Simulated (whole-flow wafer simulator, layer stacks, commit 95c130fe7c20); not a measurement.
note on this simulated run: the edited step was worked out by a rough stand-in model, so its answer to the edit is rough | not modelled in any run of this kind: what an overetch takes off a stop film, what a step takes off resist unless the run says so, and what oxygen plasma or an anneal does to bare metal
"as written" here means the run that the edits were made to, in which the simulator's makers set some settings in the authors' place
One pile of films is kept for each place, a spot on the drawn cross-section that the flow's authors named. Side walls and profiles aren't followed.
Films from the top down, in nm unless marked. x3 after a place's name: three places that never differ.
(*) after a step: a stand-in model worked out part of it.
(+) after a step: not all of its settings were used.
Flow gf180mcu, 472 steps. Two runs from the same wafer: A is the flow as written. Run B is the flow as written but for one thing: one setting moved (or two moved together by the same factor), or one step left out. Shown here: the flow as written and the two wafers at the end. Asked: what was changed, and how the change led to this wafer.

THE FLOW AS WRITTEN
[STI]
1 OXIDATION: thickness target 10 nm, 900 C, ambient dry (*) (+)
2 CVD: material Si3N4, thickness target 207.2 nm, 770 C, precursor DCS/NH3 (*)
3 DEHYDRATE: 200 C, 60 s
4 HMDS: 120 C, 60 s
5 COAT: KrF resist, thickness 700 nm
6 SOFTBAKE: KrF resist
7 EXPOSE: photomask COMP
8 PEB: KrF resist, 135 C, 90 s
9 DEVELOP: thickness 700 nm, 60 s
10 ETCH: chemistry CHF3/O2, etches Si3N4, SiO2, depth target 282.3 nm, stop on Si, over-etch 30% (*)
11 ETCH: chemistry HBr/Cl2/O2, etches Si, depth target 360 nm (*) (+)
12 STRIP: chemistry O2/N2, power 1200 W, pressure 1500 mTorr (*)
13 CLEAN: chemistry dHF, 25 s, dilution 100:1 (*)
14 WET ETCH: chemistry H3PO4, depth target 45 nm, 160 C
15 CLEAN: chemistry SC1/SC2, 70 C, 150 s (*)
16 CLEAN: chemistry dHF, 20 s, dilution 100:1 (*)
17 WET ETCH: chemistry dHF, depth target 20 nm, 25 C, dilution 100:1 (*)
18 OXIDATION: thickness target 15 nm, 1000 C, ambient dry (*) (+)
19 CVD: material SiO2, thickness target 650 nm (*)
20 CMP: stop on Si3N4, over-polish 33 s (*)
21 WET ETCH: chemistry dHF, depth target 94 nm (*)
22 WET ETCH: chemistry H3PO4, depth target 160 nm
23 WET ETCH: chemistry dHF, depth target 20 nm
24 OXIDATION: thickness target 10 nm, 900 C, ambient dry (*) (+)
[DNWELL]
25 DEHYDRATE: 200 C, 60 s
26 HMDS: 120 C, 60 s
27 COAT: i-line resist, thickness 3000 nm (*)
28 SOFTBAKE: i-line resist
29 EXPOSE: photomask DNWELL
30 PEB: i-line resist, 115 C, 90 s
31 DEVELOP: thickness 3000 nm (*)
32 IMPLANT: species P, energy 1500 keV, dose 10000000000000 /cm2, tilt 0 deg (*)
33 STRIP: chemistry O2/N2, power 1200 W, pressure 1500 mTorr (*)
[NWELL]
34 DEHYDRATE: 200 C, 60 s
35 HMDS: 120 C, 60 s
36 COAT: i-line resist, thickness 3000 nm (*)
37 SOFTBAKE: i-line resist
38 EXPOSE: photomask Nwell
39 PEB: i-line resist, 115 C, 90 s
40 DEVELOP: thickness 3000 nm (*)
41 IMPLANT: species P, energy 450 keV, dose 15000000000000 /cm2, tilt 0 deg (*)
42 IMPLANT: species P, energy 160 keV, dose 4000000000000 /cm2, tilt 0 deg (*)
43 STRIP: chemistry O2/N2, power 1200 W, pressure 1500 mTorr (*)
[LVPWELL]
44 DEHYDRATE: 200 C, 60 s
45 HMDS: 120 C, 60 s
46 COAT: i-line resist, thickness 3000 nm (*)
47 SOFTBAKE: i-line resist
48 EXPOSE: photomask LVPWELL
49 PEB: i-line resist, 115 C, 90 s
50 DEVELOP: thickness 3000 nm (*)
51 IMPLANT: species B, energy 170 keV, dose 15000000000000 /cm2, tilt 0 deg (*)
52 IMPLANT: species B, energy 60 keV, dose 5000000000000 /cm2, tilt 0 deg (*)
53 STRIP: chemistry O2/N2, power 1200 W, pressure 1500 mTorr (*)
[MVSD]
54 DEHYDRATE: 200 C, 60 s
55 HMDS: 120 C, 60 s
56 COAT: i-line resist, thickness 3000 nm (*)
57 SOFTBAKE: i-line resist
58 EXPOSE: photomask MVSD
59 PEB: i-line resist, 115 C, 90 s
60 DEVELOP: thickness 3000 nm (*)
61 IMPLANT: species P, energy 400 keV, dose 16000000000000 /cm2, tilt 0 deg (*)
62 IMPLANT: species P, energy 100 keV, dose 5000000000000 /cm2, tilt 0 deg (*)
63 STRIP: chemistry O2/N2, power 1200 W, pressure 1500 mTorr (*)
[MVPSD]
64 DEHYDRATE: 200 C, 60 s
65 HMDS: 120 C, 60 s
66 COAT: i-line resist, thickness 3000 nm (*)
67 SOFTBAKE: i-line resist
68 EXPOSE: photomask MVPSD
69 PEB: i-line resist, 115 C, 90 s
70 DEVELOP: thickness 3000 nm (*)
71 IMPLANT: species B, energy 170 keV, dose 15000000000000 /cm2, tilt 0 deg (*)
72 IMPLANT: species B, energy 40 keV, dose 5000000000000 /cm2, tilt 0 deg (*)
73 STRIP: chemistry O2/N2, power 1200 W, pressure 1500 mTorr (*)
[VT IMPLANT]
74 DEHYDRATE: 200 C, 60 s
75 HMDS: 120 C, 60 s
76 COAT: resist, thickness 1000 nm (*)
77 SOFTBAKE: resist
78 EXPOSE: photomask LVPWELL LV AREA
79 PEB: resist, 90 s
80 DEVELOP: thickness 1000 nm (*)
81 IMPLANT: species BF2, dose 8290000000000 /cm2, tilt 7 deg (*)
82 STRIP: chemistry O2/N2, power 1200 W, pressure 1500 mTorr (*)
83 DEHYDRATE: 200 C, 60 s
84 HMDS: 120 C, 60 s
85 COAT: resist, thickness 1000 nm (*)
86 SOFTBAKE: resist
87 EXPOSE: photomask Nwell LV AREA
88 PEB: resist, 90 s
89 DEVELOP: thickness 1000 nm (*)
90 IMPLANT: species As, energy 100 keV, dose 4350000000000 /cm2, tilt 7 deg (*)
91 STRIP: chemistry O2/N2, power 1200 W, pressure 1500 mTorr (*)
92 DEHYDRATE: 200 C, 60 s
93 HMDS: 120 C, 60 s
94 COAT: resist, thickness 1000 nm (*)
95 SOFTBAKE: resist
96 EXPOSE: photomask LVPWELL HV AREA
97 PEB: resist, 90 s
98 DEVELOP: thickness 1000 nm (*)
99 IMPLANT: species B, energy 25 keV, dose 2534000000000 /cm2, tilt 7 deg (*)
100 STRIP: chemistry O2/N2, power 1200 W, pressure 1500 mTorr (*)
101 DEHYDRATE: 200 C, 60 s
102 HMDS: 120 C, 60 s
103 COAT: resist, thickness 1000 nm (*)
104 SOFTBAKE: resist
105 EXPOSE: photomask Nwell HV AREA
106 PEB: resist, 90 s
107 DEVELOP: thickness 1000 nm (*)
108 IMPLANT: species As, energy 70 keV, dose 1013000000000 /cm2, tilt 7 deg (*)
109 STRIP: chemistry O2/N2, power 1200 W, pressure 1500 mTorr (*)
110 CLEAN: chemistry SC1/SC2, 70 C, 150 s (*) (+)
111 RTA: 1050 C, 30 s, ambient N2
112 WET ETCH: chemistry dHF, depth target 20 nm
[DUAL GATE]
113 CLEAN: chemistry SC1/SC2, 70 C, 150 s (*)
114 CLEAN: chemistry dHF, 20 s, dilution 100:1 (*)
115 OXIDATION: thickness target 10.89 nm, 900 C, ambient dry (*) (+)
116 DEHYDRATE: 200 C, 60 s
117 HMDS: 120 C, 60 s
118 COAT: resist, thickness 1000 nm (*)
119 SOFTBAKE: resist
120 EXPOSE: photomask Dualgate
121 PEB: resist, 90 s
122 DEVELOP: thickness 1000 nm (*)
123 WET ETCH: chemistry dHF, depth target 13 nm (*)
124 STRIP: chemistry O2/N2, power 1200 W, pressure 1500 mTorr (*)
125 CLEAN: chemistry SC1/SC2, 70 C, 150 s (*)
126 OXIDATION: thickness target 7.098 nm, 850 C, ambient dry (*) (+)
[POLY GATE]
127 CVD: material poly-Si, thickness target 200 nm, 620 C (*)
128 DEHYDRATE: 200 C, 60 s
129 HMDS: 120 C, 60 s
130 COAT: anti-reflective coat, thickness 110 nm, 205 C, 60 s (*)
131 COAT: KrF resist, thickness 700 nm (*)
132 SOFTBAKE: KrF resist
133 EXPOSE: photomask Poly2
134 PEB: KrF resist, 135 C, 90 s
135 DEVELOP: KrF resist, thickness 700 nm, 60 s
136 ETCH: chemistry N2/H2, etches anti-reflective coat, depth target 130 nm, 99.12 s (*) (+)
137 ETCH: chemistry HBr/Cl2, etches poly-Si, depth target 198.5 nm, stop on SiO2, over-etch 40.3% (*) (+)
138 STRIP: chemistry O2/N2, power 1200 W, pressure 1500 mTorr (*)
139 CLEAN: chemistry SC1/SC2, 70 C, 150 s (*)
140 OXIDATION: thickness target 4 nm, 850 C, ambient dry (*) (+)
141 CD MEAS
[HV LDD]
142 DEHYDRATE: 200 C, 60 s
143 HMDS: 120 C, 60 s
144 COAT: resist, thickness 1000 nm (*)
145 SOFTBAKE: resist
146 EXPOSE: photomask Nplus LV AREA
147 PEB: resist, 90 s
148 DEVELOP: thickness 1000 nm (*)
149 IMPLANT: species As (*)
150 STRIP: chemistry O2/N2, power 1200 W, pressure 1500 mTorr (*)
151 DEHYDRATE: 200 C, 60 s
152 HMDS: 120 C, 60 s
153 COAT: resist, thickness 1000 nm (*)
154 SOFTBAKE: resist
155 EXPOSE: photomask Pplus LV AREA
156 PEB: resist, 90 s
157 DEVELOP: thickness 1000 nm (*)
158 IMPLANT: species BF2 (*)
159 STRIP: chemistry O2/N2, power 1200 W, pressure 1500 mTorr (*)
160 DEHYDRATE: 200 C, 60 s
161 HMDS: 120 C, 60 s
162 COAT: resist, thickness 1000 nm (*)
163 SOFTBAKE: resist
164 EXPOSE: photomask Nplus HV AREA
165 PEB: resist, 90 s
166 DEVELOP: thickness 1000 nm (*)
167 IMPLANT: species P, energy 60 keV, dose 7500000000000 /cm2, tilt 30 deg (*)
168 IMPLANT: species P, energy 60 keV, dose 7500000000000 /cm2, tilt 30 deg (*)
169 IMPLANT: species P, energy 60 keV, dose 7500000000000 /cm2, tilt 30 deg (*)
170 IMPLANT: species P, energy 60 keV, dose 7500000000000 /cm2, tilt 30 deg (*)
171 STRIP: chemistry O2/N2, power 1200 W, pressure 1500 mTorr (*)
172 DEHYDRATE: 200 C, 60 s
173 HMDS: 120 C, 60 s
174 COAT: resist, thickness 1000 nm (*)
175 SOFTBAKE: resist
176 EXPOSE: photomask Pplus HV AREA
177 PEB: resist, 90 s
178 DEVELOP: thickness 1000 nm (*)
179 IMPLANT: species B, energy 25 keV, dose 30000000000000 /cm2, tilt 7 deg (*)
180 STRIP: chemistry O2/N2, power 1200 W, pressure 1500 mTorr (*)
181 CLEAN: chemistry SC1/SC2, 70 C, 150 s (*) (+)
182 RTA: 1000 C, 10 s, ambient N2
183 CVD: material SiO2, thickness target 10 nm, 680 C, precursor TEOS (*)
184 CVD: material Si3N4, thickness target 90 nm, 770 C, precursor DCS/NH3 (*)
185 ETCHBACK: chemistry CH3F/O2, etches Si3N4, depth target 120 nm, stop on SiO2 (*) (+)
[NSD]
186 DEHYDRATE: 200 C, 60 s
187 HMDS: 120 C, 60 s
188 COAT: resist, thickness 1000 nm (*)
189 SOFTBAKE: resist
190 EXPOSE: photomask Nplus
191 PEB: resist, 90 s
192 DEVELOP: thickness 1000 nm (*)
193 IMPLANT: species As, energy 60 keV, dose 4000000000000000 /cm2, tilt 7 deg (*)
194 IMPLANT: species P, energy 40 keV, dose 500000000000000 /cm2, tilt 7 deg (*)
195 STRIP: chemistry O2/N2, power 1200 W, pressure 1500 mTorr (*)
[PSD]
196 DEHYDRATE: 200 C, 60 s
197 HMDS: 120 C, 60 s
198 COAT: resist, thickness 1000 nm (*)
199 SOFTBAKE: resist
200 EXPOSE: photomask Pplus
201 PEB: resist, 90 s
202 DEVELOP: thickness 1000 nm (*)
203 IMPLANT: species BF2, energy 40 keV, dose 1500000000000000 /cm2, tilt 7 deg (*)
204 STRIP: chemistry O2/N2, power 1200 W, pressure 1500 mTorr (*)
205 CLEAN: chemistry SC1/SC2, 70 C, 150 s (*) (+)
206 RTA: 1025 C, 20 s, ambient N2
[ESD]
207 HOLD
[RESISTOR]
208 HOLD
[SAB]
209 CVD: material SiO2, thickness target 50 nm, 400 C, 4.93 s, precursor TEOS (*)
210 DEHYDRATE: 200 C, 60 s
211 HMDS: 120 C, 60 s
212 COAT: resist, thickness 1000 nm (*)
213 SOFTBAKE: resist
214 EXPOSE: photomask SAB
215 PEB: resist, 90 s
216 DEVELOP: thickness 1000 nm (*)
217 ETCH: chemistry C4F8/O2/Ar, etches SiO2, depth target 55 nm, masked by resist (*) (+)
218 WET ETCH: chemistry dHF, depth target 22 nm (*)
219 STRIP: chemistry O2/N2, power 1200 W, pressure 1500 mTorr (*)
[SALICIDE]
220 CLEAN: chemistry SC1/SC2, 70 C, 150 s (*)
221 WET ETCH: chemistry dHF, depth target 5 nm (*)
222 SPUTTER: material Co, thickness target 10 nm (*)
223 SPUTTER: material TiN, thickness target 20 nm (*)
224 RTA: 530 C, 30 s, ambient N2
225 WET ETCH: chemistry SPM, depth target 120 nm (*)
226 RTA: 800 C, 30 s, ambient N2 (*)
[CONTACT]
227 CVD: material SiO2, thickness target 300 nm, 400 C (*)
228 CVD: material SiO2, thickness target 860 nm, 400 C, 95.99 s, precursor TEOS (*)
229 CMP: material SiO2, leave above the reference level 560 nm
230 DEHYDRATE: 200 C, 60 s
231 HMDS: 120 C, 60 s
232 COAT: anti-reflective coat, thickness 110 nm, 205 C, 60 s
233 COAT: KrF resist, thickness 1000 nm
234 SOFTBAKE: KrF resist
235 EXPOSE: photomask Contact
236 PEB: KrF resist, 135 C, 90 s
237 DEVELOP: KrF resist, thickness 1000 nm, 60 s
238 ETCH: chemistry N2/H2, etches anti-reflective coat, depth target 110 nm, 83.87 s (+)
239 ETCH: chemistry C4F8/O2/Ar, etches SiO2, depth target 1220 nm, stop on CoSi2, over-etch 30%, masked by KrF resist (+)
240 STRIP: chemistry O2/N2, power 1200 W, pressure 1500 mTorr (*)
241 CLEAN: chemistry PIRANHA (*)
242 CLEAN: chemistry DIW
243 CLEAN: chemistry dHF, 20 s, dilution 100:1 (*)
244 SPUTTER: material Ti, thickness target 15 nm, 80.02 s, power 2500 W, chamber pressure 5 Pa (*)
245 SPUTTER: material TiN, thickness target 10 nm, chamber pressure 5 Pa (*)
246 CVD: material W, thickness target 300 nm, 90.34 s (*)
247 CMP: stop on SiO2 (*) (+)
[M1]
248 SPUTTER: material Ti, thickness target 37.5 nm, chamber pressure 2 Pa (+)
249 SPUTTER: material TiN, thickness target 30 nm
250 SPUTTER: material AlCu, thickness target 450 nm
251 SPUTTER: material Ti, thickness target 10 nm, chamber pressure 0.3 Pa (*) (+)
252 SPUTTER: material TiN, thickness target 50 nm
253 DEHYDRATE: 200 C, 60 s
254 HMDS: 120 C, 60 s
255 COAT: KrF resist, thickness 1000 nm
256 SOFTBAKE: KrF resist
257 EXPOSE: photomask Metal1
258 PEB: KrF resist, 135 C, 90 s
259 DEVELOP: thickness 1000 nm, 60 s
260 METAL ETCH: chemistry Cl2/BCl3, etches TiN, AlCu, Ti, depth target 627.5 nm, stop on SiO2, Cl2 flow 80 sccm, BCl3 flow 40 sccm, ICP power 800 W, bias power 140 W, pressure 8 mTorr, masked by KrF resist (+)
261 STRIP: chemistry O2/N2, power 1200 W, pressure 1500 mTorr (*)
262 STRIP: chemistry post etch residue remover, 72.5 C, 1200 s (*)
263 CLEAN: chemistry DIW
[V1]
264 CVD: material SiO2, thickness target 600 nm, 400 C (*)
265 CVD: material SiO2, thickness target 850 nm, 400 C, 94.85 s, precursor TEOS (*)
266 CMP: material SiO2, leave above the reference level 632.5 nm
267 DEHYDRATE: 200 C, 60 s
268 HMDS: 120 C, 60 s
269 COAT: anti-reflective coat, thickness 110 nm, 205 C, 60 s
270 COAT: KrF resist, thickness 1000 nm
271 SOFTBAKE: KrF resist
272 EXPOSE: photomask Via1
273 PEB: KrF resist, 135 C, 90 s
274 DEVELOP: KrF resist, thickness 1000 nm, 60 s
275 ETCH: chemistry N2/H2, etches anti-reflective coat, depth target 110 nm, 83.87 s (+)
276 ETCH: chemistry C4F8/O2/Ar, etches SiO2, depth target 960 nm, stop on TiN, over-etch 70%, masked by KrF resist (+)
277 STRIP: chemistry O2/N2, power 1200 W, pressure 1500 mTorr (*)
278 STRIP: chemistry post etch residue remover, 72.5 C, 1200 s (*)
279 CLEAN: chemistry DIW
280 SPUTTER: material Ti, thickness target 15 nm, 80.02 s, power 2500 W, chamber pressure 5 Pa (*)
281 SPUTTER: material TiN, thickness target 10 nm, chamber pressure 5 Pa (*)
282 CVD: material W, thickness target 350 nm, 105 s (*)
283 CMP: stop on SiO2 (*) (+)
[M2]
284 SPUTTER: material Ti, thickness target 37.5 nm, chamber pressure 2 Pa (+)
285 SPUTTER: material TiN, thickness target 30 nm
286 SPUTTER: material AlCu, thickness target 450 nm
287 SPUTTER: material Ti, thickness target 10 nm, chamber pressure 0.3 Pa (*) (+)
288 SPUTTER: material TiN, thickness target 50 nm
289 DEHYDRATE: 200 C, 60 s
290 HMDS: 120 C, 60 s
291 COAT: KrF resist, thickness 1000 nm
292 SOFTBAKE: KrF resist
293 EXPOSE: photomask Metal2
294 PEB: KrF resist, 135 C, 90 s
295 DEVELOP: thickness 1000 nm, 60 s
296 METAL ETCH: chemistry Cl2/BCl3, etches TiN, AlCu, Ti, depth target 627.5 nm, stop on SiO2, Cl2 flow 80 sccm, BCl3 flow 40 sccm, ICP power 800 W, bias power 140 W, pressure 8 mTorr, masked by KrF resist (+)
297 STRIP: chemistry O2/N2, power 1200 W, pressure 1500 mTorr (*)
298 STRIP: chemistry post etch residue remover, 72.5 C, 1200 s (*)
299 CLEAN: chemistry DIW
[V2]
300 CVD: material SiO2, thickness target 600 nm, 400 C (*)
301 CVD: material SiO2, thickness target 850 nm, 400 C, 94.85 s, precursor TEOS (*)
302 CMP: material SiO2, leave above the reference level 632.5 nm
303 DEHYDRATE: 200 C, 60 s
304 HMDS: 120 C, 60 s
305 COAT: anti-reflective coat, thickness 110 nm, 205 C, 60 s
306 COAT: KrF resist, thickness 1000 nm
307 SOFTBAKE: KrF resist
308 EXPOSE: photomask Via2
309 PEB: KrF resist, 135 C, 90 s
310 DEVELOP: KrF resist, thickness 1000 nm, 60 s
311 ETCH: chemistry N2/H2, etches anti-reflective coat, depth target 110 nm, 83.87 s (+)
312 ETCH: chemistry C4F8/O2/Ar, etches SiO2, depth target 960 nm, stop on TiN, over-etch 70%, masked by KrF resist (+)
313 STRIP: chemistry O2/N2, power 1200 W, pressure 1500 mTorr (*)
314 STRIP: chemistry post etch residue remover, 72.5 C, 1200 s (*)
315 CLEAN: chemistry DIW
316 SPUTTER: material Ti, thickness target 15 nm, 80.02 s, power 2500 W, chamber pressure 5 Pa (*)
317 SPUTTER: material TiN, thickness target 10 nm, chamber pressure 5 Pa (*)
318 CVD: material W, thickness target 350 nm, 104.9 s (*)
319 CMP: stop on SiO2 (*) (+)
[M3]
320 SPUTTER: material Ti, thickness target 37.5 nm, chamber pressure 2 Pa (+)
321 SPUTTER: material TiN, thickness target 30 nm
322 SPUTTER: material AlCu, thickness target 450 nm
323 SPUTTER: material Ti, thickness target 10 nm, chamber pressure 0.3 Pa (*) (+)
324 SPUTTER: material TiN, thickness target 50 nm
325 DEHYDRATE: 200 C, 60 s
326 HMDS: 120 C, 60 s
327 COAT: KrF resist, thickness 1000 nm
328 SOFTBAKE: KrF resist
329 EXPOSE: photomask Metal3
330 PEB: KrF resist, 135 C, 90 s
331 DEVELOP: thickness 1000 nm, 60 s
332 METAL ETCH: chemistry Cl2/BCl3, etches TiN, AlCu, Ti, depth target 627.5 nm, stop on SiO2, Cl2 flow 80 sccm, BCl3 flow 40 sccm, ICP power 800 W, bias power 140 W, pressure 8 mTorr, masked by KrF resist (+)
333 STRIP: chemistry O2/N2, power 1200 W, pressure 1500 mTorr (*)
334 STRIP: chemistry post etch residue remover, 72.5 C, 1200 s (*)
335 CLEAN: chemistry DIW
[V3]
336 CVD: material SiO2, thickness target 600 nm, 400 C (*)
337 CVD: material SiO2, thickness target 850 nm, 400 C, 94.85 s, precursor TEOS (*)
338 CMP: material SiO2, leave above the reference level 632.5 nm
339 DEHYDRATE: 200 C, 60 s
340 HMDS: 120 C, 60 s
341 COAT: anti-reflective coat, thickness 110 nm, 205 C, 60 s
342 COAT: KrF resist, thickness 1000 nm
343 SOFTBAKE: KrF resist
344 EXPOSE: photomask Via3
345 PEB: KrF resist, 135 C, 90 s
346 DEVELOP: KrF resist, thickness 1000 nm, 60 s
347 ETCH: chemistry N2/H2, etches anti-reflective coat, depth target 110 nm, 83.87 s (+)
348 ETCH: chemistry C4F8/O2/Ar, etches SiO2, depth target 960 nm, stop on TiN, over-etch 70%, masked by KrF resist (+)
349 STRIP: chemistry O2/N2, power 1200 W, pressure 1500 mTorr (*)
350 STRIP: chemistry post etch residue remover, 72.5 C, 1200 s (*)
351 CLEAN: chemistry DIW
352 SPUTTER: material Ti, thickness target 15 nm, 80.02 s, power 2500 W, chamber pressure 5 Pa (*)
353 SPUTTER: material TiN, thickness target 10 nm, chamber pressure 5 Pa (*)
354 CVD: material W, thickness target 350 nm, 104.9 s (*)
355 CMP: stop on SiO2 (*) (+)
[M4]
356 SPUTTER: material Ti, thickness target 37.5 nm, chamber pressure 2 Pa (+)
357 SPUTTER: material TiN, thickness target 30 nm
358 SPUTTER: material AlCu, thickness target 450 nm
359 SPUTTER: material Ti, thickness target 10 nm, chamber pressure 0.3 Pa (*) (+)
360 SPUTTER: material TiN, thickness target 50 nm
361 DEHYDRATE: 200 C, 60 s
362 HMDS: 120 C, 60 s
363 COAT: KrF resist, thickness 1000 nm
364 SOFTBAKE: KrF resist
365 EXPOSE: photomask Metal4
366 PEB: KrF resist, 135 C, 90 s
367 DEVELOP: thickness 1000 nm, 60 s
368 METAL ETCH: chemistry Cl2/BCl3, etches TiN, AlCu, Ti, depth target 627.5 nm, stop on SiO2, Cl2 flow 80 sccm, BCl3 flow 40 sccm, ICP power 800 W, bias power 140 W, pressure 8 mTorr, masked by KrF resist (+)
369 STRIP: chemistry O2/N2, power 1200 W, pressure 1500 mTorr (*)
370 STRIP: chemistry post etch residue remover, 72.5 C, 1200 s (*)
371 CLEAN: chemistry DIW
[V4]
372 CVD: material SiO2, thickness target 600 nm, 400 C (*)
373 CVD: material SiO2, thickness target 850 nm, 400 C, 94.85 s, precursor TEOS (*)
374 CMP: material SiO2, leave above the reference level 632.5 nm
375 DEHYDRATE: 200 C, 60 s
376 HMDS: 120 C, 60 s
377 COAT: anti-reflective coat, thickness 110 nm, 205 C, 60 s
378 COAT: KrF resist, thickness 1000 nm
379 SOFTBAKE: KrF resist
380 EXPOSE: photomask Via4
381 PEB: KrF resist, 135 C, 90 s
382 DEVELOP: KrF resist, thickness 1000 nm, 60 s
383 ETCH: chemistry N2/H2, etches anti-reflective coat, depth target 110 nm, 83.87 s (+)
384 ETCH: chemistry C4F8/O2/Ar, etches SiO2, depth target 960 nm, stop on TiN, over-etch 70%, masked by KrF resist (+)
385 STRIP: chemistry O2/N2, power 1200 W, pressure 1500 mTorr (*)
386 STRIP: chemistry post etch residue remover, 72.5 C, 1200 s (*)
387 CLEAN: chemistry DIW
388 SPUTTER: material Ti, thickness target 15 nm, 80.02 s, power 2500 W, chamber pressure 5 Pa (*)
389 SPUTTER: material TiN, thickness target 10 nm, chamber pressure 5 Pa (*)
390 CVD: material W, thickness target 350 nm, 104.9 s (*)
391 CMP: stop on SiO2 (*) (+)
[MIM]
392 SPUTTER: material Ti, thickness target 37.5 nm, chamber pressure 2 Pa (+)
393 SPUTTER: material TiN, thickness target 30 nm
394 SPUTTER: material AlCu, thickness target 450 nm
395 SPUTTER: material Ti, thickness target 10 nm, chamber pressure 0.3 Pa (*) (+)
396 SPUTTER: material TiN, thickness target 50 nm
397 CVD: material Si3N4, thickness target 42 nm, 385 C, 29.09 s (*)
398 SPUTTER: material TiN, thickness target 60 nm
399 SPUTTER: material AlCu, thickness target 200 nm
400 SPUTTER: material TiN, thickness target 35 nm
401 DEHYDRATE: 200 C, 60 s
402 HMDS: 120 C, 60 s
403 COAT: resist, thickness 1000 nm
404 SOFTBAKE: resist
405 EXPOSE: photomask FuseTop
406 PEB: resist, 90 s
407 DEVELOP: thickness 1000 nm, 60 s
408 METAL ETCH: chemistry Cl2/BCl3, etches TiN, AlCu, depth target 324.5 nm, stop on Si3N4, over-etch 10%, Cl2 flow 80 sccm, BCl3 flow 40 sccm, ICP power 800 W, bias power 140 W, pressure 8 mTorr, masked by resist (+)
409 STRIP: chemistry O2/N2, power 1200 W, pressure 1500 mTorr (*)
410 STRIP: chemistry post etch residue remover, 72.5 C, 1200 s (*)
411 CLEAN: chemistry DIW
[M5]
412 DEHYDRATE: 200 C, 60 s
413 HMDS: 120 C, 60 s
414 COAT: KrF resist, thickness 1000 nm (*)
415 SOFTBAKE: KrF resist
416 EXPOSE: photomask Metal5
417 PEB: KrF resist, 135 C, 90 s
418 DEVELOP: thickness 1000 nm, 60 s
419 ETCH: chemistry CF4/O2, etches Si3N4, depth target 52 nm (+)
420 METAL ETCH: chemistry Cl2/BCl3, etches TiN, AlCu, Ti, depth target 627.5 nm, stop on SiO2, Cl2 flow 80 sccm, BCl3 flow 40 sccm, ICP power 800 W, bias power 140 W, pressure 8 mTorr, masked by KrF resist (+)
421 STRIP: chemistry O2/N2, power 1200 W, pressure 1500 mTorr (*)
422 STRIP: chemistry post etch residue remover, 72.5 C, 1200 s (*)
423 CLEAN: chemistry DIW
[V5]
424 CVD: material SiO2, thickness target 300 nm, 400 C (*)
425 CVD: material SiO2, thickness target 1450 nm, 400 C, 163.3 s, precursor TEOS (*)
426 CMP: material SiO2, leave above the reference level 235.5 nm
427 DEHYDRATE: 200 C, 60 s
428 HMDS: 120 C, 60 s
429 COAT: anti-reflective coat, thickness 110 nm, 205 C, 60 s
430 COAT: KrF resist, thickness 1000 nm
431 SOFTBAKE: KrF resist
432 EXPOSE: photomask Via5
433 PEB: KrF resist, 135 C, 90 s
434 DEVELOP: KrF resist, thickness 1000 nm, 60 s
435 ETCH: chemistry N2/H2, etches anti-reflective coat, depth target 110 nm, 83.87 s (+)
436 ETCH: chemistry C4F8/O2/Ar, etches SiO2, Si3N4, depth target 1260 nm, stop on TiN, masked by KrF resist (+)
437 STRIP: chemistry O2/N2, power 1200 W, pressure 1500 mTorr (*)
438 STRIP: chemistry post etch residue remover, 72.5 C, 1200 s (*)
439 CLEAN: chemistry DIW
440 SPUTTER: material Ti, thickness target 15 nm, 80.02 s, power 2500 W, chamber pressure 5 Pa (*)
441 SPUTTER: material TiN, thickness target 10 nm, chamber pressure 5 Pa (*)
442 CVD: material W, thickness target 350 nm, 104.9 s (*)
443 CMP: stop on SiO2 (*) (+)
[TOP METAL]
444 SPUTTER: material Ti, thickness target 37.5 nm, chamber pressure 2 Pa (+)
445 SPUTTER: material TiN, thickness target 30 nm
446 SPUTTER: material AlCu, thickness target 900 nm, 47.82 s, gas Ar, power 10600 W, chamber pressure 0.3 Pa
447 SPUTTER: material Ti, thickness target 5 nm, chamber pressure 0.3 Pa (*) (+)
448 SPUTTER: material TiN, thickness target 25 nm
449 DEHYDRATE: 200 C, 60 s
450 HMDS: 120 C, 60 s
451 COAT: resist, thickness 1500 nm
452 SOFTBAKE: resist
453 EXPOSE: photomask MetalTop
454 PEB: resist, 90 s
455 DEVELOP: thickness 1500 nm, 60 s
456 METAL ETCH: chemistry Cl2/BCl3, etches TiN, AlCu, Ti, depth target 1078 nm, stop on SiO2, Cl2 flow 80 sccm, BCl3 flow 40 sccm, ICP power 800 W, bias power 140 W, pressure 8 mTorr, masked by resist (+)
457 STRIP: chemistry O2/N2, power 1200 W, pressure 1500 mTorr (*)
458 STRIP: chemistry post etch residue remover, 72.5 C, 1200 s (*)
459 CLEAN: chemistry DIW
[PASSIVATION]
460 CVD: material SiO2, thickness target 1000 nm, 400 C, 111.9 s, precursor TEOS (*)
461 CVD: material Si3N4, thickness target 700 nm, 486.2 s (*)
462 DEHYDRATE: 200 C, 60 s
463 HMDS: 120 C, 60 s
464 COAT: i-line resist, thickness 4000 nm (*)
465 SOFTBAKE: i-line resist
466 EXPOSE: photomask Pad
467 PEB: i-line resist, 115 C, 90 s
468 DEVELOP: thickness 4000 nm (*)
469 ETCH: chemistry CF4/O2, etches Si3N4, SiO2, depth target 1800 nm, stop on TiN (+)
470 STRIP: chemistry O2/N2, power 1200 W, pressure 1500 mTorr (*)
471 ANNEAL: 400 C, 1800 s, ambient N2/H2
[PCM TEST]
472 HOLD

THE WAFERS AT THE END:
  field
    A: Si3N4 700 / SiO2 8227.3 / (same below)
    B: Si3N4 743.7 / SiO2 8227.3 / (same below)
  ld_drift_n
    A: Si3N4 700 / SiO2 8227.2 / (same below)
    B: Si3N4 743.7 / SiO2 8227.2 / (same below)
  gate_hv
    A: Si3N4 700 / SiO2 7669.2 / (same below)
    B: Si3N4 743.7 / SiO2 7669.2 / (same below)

The cause: step 461, CVD: 516.6 s was run, where the flow has 486.2 s.

How the change led to this, step by step:
  461 CVD: material Si3N4, thickness target 700 nm, 486.2 s (*)
      field, field__w1, field__w2 and 109 more: A Si3N4 +700 (new film) | B Si3N4 +743.7 (new film)
  469 ETCH: chemistry CF4/O2, etches Si3N4, SiO2, depth target 1800 nm, stop on TiN (+)
      pad: A Si3N4 -700 (all of it), SiO2 -1000 (all of it) | B Si3N4 -743.7 (all of it), SiO2 -1000 (all of it)
